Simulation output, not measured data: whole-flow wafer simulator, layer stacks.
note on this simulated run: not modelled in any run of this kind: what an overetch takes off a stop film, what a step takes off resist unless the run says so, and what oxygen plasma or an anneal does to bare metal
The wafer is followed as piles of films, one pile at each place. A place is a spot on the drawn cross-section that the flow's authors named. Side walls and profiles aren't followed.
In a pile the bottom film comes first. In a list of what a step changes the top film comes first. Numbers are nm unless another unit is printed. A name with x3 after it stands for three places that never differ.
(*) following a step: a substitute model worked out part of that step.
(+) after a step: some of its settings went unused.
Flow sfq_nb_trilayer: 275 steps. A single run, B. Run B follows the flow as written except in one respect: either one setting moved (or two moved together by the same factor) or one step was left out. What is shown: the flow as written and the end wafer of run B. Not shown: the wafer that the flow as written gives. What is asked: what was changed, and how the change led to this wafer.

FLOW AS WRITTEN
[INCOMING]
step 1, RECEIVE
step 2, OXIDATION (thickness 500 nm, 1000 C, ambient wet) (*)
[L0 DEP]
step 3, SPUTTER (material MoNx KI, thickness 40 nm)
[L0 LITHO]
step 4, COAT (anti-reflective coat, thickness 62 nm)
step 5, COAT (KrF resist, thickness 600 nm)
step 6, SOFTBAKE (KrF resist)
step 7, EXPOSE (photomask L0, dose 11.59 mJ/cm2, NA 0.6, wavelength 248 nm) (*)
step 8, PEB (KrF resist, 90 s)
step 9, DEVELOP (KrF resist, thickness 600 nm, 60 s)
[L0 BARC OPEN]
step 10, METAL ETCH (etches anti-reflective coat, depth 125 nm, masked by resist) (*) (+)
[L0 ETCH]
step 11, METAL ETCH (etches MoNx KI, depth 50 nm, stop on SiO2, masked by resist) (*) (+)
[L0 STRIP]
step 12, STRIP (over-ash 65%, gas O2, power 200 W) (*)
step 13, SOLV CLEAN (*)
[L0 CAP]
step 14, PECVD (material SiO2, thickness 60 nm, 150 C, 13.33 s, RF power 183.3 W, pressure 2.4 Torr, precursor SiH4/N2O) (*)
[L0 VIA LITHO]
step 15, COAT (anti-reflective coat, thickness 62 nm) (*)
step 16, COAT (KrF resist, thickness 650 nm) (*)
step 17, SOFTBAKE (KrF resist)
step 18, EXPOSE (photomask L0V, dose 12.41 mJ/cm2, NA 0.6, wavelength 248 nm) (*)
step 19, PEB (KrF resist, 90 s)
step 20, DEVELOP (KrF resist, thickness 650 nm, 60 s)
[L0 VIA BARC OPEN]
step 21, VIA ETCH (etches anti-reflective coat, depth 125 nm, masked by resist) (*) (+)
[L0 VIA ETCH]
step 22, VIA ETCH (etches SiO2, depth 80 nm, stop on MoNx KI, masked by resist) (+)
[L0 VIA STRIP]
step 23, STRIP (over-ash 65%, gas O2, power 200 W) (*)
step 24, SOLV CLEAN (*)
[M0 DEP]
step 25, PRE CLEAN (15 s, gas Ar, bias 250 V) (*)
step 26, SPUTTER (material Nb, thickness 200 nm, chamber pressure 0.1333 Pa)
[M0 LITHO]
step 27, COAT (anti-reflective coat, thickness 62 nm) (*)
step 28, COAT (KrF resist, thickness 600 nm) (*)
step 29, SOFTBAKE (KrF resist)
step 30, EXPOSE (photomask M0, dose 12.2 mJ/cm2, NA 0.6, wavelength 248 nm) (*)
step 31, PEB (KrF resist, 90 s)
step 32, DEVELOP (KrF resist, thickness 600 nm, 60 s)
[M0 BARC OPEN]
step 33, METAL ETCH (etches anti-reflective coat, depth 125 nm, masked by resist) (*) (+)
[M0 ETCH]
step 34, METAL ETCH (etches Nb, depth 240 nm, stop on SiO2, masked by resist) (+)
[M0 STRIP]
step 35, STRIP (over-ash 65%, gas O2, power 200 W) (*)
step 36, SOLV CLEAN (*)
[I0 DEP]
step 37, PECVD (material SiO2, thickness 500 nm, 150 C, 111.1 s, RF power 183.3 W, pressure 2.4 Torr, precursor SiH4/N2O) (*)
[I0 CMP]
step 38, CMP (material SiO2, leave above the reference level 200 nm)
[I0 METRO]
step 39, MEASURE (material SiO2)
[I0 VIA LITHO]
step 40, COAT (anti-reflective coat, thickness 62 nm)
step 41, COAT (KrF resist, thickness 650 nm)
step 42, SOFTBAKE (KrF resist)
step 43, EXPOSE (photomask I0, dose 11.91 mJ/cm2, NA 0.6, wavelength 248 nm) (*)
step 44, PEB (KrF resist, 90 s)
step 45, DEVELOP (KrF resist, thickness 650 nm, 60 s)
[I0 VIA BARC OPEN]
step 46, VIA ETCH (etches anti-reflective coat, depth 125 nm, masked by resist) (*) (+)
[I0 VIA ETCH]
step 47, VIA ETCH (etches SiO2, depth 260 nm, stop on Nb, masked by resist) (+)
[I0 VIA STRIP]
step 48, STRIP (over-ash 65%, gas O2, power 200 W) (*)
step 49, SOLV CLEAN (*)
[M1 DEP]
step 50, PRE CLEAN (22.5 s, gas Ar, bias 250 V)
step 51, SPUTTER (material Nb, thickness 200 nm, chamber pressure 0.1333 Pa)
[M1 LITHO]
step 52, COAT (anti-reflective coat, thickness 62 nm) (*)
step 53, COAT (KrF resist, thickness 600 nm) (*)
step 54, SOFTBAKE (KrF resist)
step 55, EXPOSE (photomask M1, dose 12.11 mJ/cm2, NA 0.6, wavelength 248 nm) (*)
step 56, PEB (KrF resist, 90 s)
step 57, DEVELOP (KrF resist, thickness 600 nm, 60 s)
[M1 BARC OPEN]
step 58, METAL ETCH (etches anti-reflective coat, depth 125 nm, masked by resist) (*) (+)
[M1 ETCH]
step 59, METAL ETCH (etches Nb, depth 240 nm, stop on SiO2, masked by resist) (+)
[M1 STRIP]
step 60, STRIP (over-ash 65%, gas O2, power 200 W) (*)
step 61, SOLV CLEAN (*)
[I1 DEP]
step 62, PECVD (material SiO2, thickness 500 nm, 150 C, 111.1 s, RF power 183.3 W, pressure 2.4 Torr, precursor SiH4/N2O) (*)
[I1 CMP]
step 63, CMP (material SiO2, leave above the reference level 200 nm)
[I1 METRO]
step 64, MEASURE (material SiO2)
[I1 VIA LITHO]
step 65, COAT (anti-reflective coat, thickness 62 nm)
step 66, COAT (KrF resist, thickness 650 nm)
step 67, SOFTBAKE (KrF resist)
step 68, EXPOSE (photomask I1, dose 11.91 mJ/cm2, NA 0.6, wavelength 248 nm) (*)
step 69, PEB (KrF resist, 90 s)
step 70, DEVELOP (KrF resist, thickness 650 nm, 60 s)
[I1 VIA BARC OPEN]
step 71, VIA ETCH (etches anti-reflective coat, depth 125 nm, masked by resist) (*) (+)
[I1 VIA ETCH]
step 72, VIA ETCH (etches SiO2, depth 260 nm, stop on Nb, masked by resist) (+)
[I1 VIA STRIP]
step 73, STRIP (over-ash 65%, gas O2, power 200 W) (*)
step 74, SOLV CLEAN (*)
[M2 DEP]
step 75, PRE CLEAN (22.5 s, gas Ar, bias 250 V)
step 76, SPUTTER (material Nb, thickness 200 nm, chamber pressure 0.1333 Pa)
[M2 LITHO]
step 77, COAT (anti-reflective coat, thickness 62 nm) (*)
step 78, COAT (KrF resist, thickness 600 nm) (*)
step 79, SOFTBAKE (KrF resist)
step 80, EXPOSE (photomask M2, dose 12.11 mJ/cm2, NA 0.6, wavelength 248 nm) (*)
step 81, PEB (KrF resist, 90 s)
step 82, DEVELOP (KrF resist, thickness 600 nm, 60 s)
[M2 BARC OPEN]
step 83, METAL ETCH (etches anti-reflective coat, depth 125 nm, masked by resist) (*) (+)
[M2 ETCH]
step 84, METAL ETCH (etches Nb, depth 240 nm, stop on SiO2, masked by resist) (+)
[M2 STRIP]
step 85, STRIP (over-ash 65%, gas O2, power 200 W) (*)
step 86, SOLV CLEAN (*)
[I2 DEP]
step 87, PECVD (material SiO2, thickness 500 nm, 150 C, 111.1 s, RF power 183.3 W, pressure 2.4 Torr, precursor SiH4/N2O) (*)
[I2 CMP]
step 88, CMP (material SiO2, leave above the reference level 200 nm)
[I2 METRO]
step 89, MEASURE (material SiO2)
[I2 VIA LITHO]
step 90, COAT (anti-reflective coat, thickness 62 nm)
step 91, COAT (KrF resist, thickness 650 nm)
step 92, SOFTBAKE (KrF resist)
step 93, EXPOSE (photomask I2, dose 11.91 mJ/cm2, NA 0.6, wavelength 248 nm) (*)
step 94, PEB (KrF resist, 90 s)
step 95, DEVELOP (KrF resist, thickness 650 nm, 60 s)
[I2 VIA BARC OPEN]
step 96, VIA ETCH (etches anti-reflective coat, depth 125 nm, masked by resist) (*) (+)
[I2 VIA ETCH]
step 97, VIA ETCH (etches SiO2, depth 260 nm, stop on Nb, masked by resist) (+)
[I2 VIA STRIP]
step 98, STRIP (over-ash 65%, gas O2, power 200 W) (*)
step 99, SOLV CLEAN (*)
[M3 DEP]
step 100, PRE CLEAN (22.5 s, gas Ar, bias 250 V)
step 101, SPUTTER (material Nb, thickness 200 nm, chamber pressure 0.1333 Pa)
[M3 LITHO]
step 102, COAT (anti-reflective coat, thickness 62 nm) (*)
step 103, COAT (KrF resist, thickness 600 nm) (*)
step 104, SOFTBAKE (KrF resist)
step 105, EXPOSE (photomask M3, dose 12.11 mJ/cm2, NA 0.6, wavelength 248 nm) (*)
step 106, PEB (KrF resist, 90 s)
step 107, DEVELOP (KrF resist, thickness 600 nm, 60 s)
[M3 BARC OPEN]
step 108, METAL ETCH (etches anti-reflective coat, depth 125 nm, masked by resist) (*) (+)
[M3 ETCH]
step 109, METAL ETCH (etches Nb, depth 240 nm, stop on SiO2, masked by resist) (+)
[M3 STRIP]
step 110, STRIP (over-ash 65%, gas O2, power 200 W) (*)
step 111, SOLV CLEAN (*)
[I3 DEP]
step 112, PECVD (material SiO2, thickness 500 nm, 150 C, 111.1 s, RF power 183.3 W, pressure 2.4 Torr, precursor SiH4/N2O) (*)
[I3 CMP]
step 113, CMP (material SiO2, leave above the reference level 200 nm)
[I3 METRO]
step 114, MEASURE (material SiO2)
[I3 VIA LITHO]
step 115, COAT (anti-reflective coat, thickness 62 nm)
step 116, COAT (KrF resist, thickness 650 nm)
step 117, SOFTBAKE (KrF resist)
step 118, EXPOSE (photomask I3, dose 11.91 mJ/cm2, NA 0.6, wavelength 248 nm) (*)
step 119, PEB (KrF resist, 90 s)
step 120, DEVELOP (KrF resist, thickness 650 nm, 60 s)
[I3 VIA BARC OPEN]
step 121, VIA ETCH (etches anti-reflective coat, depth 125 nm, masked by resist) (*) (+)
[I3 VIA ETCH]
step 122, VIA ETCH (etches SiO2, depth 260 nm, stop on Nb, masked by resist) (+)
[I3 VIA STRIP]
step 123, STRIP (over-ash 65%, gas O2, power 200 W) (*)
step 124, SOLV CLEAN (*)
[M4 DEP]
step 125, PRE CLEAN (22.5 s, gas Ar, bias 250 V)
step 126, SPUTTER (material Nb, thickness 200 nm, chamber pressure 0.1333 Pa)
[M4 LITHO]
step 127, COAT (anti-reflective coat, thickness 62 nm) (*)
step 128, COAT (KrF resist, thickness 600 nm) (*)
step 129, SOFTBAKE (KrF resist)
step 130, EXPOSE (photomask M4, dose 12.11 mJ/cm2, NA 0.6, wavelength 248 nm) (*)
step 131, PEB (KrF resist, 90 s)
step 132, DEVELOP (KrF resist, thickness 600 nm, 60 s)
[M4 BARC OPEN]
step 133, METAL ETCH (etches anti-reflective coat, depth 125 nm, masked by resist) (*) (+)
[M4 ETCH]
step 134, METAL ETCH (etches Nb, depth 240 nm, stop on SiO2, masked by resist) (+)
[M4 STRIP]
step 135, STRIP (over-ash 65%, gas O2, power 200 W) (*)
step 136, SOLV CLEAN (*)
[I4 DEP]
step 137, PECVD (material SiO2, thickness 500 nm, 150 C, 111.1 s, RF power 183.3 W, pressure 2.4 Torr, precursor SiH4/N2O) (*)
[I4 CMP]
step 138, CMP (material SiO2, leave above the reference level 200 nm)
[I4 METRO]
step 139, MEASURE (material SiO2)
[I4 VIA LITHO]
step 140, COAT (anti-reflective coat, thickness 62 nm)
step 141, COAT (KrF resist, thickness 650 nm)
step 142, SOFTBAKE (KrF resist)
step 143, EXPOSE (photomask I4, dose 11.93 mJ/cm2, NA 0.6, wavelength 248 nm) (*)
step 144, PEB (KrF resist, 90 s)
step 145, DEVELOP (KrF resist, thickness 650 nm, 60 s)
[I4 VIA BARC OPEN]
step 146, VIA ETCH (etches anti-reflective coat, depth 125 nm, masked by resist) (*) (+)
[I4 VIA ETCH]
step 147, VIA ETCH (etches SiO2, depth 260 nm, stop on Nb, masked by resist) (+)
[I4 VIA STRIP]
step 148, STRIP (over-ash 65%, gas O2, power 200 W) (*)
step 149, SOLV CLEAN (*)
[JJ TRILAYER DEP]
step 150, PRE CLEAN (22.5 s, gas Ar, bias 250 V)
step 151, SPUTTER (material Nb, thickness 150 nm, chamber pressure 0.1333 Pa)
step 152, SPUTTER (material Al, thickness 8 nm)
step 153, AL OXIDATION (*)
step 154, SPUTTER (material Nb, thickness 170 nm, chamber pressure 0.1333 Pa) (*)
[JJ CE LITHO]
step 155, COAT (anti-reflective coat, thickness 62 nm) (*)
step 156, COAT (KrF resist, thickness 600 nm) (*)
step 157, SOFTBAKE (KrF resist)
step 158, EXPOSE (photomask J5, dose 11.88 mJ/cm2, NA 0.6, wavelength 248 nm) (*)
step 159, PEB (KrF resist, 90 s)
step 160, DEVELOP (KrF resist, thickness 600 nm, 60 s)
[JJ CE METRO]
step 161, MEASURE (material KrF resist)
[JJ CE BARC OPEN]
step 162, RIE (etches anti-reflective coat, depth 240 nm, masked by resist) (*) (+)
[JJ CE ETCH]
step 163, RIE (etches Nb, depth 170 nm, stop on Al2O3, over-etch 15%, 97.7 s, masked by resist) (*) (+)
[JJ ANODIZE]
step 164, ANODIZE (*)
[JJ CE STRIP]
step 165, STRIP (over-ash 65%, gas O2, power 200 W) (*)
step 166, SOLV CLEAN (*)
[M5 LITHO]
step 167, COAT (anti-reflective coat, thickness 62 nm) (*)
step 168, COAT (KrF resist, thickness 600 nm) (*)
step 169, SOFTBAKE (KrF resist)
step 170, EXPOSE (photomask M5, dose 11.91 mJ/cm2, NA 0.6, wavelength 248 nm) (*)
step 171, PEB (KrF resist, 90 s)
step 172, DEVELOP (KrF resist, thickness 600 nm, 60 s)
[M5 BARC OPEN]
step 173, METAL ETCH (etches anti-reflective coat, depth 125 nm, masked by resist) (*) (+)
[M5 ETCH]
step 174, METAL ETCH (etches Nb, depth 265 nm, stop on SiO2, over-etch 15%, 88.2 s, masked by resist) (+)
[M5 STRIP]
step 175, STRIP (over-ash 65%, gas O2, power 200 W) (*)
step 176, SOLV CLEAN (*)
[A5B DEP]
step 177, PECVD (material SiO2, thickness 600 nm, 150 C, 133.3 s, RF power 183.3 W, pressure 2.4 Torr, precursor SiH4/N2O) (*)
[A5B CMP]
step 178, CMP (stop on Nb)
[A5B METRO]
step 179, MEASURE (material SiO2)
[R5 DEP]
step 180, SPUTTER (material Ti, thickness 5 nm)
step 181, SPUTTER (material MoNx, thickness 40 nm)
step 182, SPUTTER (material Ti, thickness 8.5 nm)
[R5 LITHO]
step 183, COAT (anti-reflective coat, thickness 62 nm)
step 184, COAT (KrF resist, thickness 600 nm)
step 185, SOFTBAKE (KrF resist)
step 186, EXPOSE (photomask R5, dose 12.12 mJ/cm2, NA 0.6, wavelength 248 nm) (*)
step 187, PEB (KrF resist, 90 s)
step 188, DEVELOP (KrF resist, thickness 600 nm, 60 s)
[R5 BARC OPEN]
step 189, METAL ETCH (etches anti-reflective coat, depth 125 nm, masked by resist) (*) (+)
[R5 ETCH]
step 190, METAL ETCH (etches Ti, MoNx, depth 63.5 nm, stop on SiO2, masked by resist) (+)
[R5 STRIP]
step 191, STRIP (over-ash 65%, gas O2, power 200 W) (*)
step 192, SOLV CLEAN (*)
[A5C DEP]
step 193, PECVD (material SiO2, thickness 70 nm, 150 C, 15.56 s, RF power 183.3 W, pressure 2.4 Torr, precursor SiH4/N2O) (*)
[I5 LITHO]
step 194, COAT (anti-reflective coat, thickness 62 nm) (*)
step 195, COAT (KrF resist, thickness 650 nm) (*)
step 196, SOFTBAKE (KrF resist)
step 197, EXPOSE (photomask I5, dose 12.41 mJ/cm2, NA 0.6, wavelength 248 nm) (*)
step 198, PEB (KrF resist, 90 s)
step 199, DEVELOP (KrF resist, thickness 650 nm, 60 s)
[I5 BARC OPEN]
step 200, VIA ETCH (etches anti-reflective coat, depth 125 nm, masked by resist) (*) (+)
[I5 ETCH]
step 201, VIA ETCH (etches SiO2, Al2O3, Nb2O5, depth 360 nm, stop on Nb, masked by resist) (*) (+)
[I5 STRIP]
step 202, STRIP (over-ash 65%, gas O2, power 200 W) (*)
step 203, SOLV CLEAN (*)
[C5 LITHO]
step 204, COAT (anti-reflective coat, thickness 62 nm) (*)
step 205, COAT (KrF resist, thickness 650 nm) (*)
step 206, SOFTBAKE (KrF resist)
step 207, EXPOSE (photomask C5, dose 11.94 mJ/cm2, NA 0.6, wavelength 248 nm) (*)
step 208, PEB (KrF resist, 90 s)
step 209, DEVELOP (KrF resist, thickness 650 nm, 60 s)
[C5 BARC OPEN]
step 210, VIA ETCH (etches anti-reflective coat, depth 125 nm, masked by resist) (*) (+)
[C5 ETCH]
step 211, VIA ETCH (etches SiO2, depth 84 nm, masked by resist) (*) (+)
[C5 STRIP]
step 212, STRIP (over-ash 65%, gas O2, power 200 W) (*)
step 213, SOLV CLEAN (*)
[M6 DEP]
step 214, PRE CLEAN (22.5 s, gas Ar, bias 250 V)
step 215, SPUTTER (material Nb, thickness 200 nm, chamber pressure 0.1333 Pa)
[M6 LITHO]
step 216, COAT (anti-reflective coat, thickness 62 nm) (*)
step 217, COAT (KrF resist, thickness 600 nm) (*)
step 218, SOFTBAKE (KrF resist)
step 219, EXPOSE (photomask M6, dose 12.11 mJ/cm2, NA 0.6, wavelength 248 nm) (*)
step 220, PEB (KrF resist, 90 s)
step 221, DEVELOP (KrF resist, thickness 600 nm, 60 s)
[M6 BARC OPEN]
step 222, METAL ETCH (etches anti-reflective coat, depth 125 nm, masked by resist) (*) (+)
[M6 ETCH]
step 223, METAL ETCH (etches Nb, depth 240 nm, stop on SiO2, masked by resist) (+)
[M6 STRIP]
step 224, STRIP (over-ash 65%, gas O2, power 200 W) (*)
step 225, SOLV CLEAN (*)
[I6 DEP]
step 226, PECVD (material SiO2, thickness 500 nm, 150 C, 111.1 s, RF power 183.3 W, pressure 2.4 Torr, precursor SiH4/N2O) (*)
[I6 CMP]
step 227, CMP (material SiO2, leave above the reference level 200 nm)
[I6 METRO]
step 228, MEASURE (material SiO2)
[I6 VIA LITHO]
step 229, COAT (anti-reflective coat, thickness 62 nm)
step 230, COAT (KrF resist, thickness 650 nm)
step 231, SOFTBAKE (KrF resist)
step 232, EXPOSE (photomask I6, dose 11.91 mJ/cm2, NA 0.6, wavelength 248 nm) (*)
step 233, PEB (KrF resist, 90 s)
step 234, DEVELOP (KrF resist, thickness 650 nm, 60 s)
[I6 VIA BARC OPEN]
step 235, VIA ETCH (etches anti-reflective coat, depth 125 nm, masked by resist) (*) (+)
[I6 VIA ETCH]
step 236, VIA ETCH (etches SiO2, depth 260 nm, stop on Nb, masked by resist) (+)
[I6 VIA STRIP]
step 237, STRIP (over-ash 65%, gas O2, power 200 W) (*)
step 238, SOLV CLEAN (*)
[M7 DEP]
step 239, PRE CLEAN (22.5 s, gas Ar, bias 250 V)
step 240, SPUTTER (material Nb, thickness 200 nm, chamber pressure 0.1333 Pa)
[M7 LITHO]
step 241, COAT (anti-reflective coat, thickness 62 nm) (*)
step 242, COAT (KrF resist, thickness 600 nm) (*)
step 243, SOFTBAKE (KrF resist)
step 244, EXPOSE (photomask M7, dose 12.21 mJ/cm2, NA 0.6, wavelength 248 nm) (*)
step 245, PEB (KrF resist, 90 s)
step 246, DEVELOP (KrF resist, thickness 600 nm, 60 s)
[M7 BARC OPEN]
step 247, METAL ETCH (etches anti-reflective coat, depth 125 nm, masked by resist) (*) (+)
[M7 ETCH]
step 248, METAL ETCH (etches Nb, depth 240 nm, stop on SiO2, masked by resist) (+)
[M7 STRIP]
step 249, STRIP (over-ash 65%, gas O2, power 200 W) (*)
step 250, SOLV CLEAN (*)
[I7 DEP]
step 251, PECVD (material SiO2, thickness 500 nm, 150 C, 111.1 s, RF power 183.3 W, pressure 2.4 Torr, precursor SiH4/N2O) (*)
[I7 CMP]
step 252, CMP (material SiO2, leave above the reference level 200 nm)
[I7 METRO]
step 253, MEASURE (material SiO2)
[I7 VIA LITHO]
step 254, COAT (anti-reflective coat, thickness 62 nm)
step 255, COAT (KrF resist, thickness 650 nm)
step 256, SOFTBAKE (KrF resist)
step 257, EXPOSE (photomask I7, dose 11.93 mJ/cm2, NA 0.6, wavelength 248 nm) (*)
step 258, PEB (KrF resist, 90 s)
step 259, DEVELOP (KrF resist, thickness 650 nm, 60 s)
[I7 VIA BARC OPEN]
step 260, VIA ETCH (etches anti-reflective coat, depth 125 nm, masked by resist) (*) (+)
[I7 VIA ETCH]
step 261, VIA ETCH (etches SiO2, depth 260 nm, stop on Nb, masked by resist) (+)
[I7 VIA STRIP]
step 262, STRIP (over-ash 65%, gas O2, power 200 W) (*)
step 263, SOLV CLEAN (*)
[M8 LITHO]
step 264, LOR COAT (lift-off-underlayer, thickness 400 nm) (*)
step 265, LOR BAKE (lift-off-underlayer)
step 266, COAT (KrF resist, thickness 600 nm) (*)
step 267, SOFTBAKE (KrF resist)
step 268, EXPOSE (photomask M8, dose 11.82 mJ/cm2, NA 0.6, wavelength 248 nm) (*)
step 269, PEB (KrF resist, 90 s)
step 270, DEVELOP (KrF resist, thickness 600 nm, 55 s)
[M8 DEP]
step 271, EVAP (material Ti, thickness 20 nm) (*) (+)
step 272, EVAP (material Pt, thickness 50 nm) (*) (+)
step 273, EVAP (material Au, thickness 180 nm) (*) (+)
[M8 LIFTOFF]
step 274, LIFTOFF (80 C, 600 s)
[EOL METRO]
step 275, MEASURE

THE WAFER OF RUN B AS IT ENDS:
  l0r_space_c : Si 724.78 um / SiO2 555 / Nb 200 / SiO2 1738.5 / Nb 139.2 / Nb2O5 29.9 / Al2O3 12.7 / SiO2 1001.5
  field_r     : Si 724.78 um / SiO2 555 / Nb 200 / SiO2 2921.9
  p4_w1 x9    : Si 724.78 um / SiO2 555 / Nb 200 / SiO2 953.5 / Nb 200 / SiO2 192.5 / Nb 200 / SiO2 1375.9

Cause: step 51, SPUTTER: thickness 176 nm was run, while the flow as written has thickness 200 nm.

The path from the change to this, step by step:
  step 51, SPUTTER (material Nb, thickness 200 nm, chamber pressure 0.1333 Pa)
      field_l, v_sur, via_wl and 102 more: +176 Nb (new film) (it would be, as written: +200 Nb (new film))
      via_w: +153.9 Nb (it would be, as written: +174.5 Nb)
  step 52, COAT (anti-reflective coat, thickness 62 nm) (*)
      via_wr: +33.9 anti-reflective coat (new film) (it would be, as written: +34.9 anti-reflective coat (new film))
  step 59, METAL ETCH (etches Nb, depth 240 nm, stop on SiO2, masked by resist) (+)
      field_l, be, be_sur and 79 more: -176 Nb (all of it) (it would be, as written: -200 Nb (all of it))
  step 60, STRIP (over-ash 65%, gas O2, power 200 W) (*)
      via_wr: -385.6 KrF resist (all of it), -33.9 anti-reflective coat (all of it) (it would be, as written: -384.4 KrF resist (all of it), -34.9 anti-reflective coat (all of it))
  step 62, PECVD (material SiO2, thickness 500 nm, 150 C, 111.1 s, RF power 183.3 W, pressure 2.4 Torr, precursor SiH4/N2O) (*)
      wl_d_sl, wl_d_sr: +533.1 SiO2 (it would be, as written: +557.1 SiO2)
  step 63, CMP (material SiO2, leave above the reference level 200 nm)
      field_l, be, be_sur and 72 more: -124 SiO2 (it would be, as written: -100 SiO2)
      lsp_m, ln_m6, lsp_r, l0_sur, l0v: -124 SiO2 (it would be, as written: -94.9 SiO2)
